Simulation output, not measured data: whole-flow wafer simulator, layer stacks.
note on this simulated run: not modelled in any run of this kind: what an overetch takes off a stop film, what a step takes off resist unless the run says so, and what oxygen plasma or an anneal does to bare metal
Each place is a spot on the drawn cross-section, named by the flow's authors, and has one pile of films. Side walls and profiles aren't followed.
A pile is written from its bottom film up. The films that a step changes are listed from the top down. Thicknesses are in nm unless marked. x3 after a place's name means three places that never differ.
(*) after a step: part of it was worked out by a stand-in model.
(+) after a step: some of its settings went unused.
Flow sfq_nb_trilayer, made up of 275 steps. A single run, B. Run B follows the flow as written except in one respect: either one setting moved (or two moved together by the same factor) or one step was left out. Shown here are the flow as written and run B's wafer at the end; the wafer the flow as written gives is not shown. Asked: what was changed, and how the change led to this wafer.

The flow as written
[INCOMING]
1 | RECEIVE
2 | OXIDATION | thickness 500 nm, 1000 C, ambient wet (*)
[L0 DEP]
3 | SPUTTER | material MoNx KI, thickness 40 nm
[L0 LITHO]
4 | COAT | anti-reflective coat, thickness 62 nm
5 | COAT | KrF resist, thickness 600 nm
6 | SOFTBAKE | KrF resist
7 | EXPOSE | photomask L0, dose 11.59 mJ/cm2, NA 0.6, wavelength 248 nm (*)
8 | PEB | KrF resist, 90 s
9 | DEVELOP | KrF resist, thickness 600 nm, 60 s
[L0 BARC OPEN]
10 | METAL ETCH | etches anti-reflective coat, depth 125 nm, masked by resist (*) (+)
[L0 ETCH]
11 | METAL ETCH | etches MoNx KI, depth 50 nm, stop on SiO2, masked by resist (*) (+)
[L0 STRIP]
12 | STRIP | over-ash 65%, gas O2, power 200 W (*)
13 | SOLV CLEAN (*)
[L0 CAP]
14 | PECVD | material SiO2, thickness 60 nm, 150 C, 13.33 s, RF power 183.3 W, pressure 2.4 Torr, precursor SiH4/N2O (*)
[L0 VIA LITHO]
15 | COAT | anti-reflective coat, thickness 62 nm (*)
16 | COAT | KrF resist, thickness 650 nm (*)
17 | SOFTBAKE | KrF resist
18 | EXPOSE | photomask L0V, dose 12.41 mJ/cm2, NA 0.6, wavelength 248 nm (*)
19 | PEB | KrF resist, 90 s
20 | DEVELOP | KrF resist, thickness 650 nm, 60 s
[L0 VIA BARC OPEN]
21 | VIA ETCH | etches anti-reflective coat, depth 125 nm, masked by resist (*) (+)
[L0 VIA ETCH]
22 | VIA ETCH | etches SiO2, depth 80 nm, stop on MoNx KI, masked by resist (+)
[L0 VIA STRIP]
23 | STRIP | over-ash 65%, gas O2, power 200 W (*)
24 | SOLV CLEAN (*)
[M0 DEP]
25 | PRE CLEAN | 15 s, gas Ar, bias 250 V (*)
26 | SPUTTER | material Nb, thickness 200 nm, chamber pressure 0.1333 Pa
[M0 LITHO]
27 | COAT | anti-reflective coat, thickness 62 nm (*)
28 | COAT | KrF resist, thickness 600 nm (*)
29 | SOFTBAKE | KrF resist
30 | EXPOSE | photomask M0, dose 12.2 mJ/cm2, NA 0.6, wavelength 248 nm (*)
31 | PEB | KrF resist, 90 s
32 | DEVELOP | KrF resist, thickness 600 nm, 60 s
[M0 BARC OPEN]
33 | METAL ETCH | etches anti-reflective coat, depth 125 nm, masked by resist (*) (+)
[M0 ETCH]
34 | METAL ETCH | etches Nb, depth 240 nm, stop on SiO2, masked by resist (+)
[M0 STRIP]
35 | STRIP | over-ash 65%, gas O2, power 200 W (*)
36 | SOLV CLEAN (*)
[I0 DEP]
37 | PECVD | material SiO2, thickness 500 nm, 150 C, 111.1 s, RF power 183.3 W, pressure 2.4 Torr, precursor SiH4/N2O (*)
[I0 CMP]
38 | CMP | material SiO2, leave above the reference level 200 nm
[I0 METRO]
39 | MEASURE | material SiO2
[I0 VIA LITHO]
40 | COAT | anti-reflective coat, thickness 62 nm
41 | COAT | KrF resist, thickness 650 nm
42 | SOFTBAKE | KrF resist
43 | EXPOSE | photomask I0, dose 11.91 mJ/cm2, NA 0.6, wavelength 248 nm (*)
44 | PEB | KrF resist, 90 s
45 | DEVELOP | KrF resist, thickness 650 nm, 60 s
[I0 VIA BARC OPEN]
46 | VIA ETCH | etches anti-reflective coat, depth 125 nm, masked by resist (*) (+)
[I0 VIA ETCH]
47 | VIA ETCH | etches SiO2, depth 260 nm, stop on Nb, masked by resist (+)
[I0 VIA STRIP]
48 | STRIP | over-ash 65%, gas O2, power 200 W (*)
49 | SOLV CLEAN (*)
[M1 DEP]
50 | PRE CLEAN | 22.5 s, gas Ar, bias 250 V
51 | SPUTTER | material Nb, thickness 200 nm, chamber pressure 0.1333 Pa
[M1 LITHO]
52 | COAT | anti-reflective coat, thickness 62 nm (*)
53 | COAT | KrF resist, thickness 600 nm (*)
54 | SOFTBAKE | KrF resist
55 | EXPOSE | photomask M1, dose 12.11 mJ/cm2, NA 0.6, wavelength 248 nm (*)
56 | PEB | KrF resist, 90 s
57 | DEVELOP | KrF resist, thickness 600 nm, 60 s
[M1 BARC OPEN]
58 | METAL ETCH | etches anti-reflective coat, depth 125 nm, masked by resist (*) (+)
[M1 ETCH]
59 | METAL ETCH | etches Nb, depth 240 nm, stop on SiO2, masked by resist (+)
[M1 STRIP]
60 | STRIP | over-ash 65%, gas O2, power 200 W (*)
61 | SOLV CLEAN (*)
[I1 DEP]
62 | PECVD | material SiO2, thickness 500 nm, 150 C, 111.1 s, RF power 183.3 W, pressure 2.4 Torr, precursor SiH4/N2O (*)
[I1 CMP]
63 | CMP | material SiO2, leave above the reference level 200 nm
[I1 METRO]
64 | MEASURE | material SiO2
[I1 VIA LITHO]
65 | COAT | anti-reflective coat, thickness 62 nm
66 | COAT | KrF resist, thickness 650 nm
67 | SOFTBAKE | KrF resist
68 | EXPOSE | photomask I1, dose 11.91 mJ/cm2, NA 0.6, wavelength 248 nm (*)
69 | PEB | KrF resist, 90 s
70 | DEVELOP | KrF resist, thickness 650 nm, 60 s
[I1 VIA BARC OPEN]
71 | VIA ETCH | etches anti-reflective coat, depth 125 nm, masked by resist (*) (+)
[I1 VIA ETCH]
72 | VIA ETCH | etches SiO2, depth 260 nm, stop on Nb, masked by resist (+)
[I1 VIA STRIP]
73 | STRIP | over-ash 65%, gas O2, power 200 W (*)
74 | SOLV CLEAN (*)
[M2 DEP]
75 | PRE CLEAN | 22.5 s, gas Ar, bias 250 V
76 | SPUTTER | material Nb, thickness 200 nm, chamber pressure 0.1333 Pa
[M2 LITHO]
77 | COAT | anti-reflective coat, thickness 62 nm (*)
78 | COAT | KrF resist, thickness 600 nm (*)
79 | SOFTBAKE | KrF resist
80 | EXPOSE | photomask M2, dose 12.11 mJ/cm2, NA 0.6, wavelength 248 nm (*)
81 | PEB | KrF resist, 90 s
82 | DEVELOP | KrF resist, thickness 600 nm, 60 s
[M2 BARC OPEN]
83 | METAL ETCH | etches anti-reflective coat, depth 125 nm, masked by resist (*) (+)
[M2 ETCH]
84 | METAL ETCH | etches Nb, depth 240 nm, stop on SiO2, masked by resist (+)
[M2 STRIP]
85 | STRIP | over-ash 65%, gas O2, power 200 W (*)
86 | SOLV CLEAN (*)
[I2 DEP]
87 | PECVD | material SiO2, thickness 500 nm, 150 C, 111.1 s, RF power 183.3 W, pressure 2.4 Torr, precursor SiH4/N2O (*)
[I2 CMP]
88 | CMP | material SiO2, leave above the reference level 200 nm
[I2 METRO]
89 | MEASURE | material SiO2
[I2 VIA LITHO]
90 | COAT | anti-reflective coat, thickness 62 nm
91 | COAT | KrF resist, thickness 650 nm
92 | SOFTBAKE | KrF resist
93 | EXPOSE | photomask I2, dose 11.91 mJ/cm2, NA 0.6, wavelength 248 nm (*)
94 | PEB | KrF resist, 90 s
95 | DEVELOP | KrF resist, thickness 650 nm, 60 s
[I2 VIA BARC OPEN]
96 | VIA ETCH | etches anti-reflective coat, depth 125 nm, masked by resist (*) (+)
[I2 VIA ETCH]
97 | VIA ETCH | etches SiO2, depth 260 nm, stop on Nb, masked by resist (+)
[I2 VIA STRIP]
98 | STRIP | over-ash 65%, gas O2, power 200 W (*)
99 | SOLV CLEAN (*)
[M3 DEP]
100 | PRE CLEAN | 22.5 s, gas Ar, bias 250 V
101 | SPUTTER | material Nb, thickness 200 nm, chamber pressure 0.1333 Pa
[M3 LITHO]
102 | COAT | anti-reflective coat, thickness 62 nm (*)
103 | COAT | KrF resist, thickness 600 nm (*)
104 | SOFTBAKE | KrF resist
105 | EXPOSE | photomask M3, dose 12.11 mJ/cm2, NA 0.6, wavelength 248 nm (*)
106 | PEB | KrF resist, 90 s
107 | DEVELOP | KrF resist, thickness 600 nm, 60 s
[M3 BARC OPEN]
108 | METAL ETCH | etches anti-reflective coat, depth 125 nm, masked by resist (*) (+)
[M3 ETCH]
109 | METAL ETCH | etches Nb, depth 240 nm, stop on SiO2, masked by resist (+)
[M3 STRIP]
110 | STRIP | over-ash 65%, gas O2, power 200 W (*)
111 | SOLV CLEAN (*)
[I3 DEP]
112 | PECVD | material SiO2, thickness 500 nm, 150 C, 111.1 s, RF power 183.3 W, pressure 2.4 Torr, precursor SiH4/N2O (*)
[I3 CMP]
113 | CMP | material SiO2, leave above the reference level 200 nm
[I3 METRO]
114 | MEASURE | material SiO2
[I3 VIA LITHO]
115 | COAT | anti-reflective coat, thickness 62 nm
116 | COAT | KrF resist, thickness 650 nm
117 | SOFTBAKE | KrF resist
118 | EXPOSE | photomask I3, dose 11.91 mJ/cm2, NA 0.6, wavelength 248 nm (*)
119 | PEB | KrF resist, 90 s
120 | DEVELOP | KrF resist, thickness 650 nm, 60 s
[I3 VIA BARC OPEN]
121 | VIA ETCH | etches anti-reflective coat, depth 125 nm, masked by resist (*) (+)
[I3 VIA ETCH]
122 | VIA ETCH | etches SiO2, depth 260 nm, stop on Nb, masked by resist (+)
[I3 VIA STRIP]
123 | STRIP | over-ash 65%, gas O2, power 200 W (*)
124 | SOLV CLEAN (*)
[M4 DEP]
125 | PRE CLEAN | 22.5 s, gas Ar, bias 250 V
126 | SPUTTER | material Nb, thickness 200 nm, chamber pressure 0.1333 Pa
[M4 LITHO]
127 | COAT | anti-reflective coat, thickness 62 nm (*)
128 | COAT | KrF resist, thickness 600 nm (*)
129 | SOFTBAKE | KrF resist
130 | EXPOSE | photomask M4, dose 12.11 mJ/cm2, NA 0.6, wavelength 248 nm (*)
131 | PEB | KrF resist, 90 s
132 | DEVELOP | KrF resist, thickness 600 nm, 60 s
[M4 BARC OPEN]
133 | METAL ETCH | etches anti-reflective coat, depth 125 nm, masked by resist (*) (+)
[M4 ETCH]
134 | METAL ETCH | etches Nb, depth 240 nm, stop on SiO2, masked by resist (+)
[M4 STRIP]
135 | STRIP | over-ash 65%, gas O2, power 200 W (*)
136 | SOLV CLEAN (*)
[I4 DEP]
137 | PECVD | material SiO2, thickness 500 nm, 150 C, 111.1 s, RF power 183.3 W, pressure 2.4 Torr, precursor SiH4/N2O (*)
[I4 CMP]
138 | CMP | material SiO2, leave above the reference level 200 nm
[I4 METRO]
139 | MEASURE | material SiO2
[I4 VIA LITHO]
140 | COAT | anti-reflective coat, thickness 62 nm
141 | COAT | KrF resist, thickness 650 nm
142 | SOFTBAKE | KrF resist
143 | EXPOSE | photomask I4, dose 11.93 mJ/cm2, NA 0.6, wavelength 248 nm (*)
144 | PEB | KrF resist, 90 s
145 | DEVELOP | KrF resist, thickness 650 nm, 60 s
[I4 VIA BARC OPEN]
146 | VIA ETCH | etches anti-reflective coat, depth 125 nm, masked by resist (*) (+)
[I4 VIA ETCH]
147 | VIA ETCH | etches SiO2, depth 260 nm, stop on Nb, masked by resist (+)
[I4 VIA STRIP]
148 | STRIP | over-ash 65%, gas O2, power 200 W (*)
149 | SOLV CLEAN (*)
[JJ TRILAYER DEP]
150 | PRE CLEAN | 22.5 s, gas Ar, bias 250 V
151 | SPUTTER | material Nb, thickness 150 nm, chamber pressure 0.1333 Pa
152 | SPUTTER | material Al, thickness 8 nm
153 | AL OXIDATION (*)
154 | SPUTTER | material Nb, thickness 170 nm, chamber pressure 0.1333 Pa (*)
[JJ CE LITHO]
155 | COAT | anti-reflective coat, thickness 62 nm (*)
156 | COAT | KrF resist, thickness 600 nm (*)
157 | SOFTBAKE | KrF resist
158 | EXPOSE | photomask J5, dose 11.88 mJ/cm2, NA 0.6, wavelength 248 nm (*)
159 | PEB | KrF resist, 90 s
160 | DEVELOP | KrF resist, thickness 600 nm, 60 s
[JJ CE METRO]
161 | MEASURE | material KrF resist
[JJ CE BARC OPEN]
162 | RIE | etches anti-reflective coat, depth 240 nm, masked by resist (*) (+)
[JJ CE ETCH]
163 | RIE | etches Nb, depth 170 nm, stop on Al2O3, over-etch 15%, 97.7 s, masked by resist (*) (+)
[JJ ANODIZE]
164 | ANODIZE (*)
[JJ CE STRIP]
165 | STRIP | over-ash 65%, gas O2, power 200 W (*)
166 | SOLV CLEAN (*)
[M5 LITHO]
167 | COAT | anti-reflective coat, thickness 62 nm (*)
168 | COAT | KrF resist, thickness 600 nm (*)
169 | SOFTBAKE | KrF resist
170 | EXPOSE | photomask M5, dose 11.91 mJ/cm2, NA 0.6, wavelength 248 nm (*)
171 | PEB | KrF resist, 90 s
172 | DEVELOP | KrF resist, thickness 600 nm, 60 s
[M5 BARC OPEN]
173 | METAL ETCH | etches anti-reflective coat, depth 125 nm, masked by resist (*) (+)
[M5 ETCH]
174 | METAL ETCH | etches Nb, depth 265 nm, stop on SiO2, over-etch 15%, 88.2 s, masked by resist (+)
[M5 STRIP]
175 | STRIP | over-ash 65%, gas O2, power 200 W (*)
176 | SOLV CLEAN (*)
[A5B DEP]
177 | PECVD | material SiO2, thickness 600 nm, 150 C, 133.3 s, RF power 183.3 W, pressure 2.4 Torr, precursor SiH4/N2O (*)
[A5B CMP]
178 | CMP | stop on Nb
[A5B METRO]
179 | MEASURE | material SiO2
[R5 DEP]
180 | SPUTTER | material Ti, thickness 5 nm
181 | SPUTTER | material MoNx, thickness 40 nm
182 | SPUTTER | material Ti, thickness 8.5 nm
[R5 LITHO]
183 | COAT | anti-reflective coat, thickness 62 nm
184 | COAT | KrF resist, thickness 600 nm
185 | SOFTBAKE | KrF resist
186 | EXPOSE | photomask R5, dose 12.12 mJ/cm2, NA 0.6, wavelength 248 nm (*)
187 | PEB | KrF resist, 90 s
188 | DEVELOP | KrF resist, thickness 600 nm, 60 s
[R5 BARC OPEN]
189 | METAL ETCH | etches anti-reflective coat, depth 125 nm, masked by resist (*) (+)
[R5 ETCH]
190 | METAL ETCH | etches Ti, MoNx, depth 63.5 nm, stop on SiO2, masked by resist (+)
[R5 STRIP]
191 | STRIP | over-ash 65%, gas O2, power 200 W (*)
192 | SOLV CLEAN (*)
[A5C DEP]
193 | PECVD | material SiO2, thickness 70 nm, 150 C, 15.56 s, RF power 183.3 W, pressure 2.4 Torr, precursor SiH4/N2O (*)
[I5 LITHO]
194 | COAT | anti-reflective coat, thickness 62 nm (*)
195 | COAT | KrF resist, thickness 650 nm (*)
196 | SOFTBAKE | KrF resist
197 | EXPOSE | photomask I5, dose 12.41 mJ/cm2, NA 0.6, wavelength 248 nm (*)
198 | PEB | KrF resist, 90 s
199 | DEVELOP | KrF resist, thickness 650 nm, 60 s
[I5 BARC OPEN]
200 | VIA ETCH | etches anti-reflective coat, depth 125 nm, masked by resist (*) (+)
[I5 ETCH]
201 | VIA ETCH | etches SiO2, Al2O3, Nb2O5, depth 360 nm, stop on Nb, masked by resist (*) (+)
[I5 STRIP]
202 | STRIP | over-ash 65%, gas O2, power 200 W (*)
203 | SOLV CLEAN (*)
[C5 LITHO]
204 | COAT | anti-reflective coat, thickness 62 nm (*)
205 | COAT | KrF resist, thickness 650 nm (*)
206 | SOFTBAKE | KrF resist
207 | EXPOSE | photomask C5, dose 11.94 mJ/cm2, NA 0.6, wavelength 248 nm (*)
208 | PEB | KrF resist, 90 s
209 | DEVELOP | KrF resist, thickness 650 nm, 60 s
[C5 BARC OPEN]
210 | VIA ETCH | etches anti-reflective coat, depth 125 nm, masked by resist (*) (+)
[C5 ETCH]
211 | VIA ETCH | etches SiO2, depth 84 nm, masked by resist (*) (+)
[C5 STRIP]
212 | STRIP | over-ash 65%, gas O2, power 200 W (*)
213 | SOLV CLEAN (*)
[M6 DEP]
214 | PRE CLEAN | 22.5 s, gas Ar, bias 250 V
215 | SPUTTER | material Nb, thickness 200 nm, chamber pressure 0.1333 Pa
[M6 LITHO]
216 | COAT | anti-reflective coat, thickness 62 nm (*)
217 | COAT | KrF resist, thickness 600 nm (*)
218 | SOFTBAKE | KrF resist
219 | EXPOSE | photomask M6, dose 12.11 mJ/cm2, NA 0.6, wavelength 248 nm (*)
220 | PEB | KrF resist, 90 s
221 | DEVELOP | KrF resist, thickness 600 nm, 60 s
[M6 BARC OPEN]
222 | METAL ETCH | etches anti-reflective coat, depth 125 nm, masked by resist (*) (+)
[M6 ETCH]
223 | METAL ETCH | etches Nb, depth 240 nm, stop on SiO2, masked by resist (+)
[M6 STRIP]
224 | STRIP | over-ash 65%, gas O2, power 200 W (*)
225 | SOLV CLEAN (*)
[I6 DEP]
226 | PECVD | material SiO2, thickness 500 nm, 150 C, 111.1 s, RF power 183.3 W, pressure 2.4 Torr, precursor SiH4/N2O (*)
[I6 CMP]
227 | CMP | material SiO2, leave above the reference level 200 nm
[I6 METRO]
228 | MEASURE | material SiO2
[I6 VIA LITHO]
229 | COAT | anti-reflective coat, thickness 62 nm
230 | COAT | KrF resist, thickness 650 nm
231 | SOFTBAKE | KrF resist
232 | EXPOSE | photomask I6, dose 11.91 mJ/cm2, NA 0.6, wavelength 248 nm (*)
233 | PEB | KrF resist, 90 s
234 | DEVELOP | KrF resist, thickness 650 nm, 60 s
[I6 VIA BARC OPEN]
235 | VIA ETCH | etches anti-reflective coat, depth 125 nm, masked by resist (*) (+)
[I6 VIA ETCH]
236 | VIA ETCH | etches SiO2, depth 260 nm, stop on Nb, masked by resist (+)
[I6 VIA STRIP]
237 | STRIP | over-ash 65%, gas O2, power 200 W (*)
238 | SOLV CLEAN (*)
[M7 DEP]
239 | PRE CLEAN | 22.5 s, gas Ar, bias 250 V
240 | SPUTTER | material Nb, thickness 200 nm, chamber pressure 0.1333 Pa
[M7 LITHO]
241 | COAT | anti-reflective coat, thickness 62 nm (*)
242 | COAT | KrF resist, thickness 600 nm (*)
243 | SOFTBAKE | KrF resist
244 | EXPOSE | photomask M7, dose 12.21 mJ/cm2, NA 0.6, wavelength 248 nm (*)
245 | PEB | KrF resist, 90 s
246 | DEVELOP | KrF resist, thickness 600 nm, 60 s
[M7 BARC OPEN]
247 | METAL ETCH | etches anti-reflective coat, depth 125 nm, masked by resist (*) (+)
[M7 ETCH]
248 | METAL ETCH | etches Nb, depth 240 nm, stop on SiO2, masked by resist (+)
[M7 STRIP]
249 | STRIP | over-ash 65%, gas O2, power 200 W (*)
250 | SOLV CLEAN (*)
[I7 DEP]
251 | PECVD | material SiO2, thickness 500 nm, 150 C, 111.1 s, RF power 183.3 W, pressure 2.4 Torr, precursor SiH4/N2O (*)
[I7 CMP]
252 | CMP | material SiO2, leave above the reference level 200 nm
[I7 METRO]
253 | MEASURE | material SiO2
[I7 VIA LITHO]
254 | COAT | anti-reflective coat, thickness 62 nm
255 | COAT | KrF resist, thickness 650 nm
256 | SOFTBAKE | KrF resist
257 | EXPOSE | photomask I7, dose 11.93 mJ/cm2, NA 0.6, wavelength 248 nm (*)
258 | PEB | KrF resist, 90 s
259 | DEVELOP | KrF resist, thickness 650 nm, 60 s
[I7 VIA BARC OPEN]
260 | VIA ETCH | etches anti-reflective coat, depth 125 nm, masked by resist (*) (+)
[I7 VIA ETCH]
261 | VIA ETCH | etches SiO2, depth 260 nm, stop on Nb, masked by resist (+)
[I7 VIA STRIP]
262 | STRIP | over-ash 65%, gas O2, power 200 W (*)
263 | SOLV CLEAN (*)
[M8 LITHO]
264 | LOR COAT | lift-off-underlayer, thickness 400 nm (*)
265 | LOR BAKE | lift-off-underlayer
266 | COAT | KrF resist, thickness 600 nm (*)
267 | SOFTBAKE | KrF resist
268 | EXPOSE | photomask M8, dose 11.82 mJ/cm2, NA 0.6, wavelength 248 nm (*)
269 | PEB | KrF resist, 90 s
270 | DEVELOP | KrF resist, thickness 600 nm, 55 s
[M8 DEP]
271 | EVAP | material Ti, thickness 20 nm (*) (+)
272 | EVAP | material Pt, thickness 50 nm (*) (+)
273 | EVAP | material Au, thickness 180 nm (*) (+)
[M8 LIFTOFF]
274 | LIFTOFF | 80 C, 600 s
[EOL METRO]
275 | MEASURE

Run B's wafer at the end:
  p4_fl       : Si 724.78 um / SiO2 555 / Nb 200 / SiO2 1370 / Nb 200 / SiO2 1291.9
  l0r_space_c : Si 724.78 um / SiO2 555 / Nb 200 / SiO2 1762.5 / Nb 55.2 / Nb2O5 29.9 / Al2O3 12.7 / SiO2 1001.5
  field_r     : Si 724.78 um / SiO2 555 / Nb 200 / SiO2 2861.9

The reason: step 151, SPUTTER: thickness 66 nm was run, though the flow has thickness 150 nm.

Step by step, how the change led to this:
  151 | SPUTTER | material Nb, thickness 150 nm, chamber pressure 0.1333 Pa
      field_l, v_sur, via_sp and 100 more: +66 Nb (new film) (as written it would have been: +150 Nb (new film))
      via_wl, via_wr: +47.2 Nb (as written it would have been: +130.4 Nb)
      (also at 1 further place)
  152 | SPUTTER | material Al, thickness 8 nm
      via_wl, via_wr: +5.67 Al (new film) (as written it would have been: +5.14 Al (new film))
  154 | SPUTTER | material Nb, thickness 170 nm, chamber pressure 0.1333 Pa (*)
      via_w: +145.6 Nb (new film) (as written it would have been: +141 Nb (new film))
  155 | COAT | anti-reflective coat, thickness 62 nm (*)
      via_wl, via_wr: +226 anti-reflective coat (new film) (as written it would have been: +209.4 anti-reflective coat (new film))
      via_w: +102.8 anti-reflective coat (new film) (as written it would have been: +97.4 anti-reflective coat (new film))
  156 | COAT | KrF resist, thickness 600 nm (*)
      via_wl: +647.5 KrF resist (new film) (as written it would have been: +663 KrF resist (new film))
      via_w: +744.2 KrF resist (new film) (as written it would have been: +763.8 KrF resist (new film))
      (also at 1 further place)
  160 | DEVELOP | KrF resist, thickness 600 nm, 60 s
      via_wl: -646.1 KrF resist (all of it) (as written it would have been: -661.6 KrF resist (all of it))
      via_w: -742.6 KrF resist (all of it) (as written it would have been: -762.1 KrF resist (all of it))
      (also at 1 further place)
  162 | RIE | etches anti-reflective coat, depth 240 nm, masked by resist (*) (+)
      ce_l, c5j, ce_r, wl_jj: -226 KrF resist (as written it would have been: -209.4 KrF resist)
      via_wl, via_wr: -226 anti-reflective coat (all of it) (as written it would have been: -209.4 anti-reflective coat (all of it))
      (also at 1 further place)
  163 | RIE | etches Nb, depth 170 nm, stop on Al2O3, over-etch 15%, 97.7 s, masked by resist (*) (+)
      via_w: -145.6 Nb (all of it), -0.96 Al2O3 (all of it) (as written it would have been: -141 Nb (all of it), -0.96 Al2O3 (all of it))
  164 | ANODIZE (*)
      via_wl, via_wr: +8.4 Al2O3 (new film), +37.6 Nb2O5 (new film), -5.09 Al (all of it), -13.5 Nb (as written it would have been: +7.52 Al2O3 (new film), +39.2 Nb2O5 (new film), -4.56 Al (all of it), -14.1 Nb)
      via_w: +11.2 Al2O3 (new film), +32.6 Nb2O5 (new film), -6.8 Al (all of it), -11.7 Nb (as written it would have been: +10.8 Al2O3 (new film), +33.3 Nb2O5 (new film), -6.54 Al (all of it), -12 Nb)
  165 | STRIP | over-ash 65%, gas O2, power 200 W (*)
      c5j, ce_r: -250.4 KrF resist (all of it), -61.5 anti-reflective coat (all of it) (as written it would have been: -266.9 KrF resist (all of it), -61.5 anti-reflective coat (all of it))
      ce_l: -250.3 KrF resist (all of it), -61.5 anti-reflective coat (all of it) (as written it would have been: -266.8 KrF resist (all of it), -61.4 anti-reflective coat (all of it))
      (also at 1 further place)
  167 | COAT | anti-reflective coat, thickness 62 nm (*)
      via_w: +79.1 anti-reflective coat (new film) (as written it would have been: +84.1 anti-reflective coat (new film))
      ce_l: +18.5 anti-reflective coat (new film) (as written it would have been: +19.6 anti-reflective coat (new film))
      (also at 1 further place)
  174 | METAL ETCH | etches Nb, depth 265 nm, stop on SiO2, over-etch 15%, 88.2 s, masked by resist (+)
      field_l, r_sur, res and 50 more: -12.6 Al2O3 (all of it), -29.9 Nb2O5 (all of it), -55.2 Nb (all of it), -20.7 SiO2 (as written it would have been: -12.6 Al2O3 (all of it), -29.9 Nb2O5 (all of it), -139.2 Nb (all of it), -12.3 SiO2)
  175 | STRIP | over-ash 65%, gas O2, power 200 W (*)
      via_w: -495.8 KrF resist (all of it), -79.1 anti-reflective coat (all of it) (as written it would have been: -503.5 KrF resist (all of it), -84.1 anti-reflective coat (all of it))
      ce_l: -300.6 KrF resist (all of it), -18.5 anti-reflective coat (all of it) (as written it would have been: -299.6 KrF resist (all of it), -19.6 anti-reflective coat (all of it))
      (also at 1 further place)
  178 | CMP | stop on Nb
      field_l, p4_fl, p4_fm and 39 more: -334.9 SiO2 (as written it would have been: -259.3 SiO2)
      r_sur, res, r_end, moat, field_r, lsp_l: -334.9 SiO2 (as written it would have been: -252.3 SiO2)
      (also at 8 further places)
